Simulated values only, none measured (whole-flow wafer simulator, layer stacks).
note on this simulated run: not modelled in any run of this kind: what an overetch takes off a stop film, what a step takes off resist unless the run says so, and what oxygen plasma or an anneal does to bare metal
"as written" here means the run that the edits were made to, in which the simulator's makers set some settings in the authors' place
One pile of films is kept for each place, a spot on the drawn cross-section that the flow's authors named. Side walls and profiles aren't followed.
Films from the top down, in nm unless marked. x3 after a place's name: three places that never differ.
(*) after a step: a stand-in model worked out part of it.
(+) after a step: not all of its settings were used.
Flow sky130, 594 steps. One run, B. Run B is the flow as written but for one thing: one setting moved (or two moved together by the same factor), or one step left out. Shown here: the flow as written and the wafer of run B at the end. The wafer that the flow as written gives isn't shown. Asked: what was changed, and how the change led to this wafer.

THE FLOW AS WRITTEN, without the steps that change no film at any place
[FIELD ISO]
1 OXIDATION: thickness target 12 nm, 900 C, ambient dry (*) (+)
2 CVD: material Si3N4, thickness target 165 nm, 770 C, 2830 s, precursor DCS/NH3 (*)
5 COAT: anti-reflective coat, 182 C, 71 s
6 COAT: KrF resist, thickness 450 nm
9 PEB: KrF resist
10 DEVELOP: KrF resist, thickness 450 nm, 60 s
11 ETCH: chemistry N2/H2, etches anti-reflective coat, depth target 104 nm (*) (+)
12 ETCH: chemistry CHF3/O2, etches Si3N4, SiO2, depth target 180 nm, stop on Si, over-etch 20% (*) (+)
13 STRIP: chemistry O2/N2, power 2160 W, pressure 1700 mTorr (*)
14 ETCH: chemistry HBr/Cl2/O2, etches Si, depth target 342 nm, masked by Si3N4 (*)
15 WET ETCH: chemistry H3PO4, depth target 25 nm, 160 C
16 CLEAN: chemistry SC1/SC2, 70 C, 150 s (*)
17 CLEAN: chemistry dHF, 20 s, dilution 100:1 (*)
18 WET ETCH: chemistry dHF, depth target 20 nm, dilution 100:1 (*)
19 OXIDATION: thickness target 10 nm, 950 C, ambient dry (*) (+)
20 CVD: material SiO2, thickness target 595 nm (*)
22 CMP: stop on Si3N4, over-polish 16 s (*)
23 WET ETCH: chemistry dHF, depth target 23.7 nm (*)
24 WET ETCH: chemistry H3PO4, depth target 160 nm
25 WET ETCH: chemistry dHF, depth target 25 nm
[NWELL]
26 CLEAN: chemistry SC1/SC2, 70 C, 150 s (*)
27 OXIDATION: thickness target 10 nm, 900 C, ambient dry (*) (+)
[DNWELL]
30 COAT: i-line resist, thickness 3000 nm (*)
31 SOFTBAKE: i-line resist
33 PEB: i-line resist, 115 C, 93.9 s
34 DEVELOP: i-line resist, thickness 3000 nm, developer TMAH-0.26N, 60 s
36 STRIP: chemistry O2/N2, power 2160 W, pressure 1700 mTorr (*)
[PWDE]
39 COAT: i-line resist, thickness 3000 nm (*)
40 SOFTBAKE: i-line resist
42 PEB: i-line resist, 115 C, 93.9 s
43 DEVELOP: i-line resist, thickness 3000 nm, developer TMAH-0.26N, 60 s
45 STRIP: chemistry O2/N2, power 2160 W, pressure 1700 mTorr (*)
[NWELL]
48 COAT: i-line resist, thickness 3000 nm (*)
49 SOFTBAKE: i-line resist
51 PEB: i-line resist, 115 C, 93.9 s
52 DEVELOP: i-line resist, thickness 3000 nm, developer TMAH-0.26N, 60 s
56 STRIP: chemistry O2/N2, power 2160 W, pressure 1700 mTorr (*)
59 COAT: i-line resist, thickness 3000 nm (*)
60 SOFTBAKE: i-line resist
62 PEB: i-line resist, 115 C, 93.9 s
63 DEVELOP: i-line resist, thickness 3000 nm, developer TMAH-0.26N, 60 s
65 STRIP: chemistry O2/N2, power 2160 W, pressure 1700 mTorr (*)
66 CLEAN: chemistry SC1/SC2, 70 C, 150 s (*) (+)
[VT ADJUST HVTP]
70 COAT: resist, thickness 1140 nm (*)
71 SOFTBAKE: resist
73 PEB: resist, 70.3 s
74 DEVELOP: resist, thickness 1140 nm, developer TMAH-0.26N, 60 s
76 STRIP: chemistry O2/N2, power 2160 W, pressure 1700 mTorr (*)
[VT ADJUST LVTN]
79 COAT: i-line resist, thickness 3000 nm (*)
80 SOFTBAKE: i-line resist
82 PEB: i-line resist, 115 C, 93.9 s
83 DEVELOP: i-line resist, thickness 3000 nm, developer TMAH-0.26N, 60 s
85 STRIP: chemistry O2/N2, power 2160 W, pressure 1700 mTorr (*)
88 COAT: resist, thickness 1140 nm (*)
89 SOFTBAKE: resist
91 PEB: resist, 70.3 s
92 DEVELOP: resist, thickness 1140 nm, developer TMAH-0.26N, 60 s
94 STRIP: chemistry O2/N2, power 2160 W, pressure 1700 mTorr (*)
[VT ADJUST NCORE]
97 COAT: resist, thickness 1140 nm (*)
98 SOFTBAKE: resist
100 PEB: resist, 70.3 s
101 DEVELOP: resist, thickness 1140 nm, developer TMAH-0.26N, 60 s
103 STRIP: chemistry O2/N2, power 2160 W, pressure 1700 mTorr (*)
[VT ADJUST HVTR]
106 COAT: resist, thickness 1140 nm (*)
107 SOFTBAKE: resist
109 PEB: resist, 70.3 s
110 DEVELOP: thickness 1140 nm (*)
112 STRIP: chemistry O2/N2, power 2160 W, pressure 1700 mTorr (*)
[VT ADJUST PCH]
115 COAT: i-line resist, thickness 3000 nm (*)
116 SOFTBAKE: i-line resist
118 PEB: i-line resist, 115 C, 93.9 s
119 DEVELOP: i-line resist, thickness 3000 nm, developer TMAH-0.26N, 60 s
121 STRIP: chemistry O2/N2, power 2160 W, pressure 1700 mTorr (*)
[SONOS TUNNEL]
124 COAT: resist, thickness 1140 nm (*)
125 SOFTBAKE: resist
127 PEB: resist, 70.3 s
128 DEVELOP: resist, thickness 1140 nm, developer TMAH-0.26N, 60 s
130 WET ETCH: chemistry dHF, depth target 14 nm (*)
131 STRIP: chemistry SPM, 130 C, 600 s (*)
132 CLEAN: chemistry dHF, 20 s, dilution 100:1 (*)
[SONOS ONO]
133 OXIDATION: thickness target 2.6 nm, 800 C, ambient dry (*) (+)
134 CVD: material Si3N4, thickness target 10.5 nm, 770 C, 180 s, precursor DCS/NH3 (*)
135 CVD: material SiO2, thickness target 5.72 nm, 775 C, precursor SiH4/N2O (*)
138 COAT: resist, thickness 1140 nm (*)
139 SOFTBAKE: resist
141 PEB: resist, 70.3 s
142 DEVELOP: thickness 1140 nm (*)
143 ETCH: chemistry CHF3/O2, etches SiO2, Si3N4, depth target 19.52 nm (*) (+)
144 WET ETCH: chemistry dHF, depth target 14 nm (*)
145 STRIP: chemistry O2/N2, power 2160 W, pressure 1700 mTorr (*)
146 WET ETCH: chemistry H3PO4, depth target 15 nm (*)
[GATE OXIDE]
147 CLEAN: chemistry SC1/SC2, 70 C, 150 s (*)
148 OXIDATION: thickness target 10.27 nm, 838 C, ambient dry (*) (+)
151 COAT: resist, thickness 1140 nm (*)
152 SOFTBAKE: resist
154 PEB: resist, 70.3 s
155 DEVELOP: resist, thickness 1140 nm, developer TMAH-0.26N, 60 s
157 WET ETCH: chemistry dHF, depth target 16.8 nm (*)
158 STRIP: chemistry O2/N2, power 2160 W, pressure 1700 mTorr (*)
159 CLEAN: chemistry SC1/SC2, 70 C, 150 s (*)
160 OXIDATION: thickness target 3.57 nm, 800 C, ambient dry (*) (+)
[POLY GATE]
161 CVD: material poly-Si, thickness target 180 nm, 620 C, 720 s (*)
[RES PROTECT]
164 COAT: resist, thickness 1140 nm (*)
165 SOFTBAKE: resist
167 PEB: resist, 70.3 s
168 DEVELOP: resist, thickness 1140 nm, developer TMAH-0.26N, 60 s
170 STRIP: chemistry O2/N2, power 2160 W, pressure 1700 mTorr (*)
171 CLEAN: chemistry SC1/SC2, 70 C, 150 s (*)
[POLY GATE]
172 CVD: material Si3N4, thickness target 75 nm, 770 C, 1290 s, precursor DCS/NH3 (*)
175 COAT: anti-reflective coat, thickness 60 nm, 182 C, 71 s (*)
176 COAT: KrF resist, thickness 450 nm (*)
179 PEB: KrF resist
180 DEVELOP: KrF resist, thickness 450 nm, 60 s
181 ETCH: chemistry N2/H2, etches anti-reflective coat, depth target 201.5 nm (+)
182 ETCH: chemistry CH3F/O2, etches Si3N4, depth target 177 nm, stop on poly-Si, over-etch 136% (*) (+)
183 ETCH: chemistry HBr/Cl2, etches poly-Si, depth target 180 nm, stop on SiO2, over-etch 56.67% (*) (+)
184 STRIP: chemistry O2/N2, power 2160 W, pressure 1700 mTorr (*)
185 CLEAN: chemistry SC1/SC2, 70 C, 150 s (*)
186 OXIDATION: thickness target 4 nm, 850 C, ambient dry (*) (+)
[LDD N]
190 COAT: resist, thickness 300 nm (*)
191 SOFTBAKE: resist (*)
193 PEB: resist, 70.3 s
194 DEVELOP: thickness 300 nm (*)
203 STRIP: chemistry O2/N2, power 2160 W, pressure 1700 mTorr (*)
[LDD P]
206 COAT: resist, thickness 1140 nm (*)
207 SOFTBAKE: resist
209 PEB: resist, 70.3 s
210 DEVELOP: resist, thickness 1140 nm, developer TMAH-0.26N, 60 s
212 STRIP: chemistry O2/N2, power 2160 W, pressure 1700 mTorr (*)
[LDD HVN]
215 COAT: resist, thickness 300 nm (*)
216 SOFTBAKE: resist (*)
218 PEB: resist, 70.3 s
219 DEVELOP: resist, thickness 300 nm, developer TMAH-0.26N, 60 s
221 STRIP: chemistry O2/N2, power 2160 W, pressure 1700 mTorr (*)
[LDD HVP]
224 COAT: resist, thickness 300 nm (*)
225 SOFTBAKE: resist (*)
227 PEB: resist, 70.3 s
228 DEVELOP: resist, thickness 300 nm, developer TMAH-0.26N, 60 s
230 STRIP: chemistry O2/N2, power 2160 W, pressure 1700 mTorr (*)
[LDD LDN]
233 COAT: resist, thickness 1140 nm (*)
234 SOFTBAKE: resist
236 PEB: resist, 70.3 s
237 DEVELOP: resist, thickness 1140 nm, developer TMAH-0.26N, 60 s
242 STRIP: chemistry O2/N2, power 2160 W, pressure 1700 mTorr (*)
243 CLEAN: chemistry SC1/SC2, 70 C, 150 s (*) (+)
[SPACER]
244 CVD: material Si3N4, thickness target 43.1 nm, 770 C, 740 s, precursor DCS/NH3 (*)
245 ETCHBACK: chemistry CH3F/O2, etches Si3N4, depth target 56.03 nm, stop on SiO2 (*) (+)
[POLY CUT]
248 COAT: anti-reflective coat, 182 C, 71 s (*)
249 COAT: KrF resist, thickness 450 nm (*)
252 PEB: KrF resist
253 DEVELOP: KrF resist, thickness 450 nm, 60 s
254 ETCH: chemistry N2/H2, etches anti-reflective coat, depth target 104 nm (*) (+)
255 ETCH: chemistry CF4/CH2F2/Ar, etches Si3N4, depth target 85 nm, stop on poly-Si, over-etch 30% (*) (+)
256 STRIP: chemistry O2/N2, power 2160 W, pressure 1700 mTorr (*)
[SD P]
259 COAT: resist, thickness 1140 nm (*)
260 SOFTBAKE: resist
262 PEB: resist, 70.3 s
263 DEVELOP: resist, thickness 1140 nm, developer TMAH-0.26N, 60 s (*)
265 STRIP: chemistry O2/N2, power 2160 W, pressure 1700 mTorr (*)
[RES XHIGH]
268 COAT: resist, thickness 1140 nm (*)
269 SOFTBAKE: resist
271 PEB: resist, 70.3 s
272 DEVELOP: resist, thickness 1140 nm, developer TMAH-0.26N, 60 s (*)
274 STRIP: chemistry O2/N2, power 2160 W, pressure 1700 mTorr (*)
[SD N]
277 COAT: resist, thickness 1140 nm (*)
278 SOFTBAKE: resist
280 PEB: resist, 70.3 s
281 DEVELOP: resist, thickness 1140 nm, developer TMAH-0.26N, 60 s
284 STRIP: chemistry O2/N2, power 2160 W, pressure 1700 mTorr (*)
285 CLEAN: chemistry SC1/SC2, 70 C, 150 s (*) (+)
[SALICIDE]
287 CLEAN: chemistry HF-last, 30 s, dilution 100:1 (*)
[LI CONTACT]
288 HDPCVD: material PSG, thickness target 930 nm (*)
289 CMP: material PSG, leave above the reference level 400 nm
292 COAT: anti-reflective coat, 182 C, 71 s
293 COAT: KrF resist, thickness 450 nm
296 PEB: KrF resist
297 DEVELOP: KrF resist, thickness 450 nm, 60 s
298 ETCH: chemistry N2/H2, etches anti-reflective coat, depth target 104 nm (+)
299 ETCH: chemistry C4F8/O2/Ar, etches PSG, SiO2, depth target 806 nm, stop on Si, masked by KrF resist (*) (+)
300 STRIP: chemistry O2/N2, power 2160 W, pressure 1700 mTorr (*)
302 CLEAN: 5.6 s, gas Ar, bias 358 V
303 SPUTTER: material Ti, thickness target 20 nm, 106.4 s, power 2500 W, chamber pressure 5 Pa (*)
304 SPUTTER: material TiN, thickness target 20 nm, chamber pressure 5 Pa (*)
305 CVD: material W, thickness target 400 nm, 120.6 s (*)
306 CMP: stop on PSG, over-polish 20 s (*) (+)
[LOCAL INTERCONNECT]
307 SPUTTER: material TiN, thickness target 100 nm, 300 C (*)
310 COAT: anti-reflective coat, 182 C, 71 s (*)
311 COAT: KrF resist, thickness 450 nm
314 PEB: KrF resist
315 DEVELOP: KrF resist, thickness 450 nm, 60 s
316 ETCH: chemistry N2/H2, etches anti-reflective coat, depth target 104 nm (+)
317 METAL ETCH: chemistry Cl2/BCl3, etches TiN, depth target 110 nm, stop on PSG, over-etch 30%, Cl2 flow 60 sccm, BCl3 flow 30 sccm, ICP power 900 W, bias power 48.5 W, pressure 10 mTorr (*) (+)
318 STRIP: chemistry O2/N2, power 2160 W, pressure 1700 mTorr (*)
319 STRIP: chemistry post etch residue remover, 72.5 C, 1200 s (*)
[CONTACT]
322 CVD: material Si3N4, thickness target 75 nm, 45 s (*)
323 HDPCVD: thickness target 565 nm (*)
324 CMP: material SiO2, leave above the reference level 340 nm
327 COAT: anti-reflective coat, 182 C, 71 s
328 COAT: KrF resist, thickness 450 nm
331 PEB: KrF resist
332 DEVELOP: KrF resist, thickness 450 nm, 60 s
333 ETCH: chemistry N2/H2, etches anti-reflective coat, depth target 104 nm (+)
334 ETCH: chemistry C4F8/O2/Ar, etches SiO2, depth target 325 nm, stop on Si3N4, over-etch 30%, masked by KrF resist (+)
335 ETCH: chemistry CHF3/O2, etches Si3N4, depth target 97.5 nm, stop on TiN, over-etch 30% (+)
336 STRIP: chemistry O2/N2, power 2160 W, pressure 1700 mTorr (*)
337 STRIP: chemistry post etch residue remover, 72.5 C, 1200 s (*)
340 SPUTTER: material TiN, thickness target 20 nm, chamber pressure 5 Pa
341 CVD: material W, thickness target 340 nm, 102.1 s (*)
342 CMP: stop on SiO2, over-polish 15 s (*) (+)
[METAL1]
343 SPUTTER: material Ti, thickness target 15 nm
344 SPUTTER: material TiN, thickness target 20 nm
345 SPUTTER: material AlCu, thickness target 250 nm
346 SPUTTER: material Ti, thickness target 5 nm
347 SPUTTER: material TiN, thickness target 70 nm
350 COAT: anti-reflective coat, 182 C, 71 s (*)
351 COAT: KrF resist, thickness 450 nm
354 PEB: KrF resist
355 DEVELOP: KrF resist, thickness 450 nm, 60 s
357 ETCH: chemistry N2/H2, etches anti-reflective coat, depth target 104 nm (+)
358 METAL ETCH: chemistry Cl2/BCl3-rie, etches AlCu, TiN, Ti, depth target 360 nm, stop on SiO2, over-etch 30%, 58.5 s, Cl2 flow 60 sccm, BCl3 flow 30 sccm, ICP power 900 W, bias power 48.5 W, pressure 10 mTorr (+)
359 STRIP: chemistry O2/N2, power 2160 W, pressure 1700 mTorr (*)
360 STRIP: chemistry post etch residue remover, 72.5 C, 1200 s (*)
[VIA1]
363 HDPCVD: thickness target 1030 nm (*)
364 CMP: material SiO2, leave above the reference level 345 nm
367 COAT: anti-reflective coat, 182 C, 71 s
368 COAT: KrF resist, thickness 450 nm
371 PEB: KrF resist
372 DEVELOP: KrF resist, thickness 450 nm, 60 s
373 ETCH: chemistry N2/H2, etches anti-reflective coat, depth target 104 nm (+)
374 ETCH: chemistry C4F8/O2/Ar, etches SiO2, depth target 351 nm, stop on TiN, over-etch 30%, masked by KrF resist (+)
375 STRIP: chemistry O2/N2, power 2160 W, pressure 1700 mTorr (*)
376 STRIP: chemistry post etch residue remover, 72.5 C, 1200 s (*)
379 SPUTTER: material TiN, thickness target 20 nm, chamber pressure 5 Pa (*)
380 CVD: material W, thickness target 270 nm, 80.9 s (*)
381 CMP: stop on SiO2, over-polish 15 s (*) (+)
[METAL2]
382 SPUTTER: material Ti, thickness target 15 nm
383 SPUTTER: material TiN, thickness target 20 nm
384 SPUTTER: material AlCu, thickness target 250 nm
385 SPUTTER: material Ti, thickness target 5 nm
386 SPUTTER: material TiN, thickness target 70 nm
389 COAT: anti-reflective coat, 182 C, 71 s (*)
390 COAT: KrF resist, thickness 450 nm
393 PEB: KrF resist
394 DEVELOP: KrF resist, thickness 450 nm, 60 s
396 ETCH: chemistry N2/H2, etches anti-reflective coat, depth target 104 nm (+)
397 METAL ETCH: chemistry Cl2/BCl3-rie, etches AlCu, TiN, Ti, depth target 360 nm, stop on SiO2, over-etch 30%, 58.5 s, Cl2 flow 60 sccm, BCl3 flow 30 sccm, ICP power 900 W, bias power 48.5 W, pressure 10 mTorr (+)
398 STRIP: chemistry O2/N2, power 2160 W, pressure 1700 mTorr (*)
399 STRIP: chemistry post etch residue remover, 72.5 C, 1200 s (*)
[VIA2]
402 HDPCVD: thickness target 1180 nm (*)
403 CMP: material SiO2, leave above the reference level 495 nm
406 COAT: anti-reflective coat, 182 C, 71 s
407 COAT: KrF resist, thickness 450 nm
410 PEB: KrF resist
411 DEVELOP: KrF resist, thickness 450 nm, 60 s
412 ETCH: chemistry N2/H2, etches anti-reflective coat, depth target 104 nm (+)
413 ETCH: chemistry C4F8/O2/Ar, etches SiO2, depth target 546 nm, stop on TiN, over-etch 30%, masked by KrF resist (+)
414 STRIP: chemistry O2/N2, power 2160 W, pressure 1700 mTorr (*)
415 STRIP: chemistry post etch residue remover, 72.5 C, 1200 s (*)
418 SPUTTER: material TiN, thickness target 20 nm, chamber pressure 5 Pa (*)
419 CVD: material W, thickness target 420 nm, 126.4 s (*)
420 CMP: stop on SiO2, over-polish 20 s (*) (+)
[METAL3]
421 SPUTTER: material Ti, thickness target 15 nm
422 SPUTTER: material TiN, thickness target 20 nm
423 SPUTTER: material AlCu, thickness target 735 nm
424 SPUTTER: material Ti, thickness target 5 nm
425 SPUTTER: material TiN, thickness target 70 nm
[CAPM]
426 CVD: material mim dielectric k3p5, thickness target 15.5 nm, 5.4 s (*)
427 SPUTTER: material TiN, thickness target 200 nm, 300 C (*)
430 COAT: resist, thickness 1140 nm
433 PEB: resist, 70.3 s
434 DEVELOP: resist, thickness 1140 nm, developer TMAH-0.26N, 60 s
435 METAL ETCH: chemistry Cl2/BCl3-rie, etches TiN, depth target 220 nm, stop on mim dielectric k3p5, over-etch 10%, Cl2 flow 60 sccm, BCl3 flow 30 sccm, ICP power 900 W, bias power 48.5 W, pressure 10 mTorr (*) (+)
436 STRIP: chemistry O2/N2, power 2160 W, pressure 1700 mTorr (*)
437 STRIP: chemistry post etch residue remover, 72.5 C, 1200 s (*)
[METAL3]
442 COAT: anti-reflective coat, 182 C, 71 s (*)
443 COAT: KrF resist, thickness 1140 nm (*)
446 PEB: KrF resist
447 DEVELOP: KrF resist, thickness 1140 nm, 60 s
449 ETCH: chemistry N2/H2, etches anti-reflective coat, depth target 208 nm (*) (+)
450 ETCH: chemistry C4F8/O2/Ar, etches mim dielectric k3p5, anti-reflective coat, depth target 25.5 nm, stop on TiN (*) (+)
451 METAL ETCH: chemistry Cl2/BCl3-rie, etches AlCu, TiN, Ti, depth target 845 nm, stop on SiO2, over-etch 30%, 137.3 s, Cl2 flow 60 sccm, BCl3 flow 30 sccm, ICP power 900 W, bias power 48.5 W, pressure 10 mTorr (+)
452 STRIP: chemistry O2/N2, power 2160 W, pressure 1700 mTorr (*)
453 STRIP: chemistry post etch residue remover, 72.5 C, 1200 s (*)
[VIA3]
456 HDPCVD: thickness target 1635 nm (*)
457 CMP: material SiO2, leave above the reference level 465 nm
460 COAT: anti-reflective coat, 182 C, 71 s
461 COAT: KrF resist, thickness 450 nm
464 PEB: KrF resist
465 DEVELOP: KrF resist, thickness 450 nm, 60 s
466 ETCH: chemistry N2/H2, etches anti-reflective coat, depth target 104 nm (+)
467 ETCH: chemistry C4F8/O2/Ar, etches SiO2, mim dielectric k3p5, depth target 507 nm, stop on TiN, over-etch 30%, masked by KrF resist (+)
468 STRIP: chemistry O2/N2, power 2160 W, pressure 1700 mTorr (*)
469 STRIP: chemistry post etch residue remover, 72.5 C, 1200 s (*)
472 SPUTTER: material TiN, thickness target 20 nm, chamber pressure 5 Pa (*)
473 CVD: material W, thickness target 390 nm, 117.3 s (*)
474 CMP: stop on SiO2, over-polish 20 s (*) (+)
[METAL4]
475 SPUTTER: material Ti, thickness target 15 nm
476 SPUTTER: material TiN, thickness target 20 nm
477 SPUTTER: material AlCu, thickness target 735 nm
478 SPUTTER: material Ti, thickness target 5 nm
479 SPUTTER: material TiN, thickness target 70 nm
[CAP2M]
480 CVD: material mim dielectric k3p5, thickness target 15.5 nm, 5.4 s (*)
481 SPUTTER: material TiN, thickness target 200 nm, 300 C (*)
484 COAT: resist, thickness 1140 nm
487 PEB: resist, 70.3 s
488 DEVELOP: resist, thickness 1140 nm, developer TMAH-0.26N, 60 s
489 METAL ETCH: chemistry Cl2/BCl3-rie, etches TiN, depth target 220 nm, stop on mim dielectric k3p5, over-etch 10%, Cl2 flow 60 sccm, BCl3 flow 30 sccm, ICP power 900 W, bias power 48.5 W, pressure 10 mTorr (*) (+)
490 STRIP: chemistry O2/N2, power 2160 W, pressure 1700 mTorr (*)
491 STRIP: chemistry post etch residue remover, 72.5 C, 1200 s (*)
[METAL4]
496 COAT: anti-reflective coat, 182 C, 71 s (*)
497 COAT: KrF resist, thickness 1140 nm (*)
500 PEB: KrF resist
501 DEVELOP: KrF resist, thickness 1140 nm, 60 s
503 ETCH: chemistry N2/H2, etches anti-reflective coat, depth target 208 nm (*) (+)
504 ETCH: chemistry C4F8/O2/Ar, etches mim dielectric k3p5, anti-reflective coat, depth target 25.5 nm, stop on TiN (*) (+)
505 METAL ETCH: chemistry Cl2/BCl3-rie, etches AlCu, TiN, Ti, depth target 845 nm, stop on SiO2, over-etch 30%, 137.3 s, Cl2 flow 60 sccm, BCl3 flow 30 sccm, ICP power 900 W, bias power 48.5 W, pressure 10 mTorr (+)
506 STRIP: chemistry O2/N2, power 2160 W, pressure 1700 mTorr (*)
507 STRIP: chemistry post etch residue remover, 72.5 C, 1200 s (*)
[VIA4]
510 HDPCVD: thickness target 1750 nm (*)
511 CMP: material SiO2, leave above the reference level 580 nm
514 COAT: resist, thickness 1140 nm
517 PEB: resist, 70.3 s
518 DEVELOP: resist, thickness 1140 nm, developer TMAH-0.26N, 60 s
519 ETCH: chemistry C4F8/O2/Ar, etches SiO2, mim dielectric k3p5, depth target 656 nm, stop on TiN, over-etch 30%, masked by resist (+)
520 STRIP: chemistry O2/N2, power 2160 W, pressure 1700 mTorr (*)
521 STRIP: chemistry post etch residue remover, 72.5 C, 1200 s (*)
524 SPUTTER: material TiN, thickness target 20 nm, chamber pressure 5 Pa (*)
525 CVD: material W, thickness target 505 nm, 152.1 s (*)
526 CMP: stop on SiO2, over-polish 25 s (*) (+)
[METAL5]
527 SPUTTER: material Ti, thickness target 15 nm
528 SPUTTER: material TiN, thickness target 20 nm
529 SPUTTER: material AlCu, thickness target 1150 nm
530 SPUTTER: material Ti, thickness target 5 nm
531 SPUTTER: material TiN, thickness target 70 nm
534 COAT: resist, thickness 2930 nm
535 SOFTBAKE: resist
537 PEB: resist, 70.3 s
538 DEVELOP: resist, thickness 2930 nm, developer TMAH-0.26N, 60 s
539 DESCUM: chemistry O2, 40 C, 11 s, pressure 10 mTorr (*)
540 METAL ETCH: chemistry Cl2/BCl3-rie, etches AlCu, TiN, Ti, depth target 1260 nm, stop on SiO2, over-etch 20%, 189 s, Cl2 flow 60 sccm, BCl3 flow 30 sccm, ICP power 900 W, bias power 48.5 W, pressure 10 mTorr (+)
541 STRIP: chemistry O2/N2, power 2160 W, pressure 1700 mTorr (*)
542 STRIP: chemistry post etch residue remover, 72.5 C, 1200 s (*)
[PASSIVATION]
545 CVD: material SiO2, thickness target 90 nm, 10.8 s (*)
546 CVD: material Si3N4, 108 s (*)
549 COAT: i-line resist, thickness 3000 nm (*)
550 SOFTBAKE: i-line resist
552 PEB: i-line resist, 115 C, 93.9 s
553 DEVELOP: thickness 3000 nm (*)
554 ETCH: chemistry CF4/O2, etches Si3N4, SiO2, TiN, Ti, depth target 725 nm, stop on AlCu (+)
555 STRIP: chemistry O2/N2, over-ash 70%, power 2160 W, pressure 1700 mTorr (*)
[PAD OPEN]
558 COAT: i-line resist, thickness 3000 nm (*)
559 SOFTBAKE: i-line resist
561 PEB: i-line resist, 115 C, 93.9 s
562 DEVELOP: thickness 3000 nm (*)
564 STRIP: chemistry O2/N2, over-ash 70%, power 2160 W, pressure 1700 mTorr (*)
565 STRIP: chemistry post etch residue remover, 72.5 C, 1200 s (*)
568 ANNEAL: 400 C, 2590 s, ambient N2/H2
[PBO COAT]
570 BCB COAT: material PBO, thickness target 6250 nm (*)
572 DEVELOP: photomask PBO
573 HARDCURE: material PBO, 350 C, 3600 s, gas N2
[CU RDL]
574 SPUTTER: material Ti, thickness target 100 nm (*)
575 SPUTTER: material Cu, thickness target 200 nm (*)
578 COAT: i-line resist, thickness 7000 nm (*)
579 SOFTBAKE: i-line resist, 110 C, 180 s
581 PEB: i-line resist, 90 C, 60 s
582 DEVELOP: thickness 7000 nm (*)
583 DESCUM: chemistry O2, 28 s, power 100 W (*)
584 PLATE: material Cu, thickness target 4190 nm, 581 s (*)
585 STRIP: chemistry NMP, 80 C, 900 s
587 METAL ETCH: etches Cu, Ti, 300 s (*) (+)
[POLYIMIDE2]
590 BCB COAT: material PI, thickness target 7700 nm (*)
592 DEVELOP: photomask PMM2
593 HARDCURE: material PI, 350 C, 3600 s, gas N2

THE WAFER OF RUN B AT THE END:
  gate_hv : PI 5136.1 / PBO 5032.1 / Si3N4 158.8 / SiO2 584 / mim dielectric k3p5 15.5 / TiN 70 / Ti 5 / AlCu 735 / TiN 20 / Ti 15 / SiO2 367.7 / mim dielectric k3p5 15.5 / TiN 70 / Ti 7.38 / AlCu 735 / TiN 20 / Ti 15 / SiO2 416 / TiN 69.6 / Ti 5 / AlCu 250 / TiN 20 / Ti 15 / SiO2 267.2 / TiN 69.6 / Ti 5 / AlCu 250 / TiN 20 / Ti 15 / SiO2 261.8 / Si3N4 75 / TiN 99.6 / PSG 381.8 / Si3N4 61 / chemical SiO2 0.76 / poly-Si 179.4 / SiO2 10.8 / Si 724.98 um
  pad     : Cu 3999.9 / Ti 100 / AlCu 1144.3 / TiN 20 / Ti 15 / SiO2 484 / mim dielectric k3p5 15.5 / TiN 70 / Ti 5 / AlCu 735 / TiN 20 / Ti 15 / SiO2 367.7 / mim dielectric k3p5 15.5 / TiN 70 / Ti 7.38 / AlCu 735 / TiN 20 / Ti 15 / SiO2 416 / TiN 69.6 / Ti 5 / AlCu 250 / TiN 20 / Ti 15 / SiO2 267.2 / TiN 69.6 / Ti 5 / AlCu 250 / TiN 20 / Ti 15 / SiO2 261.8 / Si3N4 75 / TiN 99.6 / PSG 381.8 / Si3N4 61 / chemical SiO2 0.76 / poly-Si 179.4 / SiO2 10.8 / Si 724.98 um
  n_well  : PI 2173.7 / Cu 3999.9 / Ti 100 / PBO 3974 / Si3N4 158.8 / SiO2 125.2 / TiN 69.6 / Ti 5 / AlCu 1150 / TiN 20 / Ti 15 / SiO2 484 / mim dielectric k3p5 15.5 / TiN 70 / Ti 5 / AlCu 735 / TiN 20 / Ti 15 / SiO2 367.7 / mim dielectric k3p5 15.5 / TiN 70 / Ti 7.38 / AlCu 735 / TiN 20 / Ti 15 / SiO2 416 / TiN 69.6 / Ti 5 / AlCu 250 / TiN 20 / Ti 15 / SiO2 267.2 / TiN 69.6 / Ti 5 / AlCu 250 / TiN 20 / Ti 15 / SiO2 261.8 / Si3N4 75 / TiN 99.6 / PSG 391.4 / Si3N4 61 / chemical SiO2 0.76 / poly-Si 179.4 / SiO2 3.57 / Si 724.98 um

The cause: step 424, SPUTTER: thickness target 7.38 nm was run, where the flow has thickness target 5 nm.
It can be read off the wafer: gate_hv has Ti 7.38, and step 424 as written asks for 5 nm.

How the change led to this, step by step:
  424 SPUTTER: material Ti, thickness target 5 nm
      field, active, n_well and 188 more: Ti +7.38 (new film) (as written it would be: Ti +5 (new film))
  451 METAL ETCH: chemistry Cl2/BCl3-rie, etches AlCu, TiN, Ti, depth target 845 nm, stop on SiO2, over-etch 30%, 137.3 s, Cl2 flow 60 sccm, BCl3 flow 30 sccm, ICP power 900 W, bias power 48.5 W, pressure 10 mTorr (+)
      field, gate, spacer and 68 more: TiN -70 (all of it), Ti -7.38 (all of it), AlCu -735 (all of it), TiN -20 (all of it), Ti -15 (all of it), SiO2 -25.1 (as written it would be: TiN -70 (all of it), Ti -5 (all of it), AlCu -735 (all of it), TiN -20 (all of it), Ti -15 (all of it), SiO2 -25.4)
      active, vpp_ln, vpp_iso2 and 11 more: TiN -70 (all of it), Ti -7.38 (all of it), AlCu -735 (all of it), TiN -20 (all of it), Ti -15 (all of it), SiO2 -25.1 (as written it would be: TiN -70 (all of it), Ti -5 (all of it), AlCu -735 (all of it), TiN -20 (all of it), Ti -15 (all of it), SiO2 -25.3)
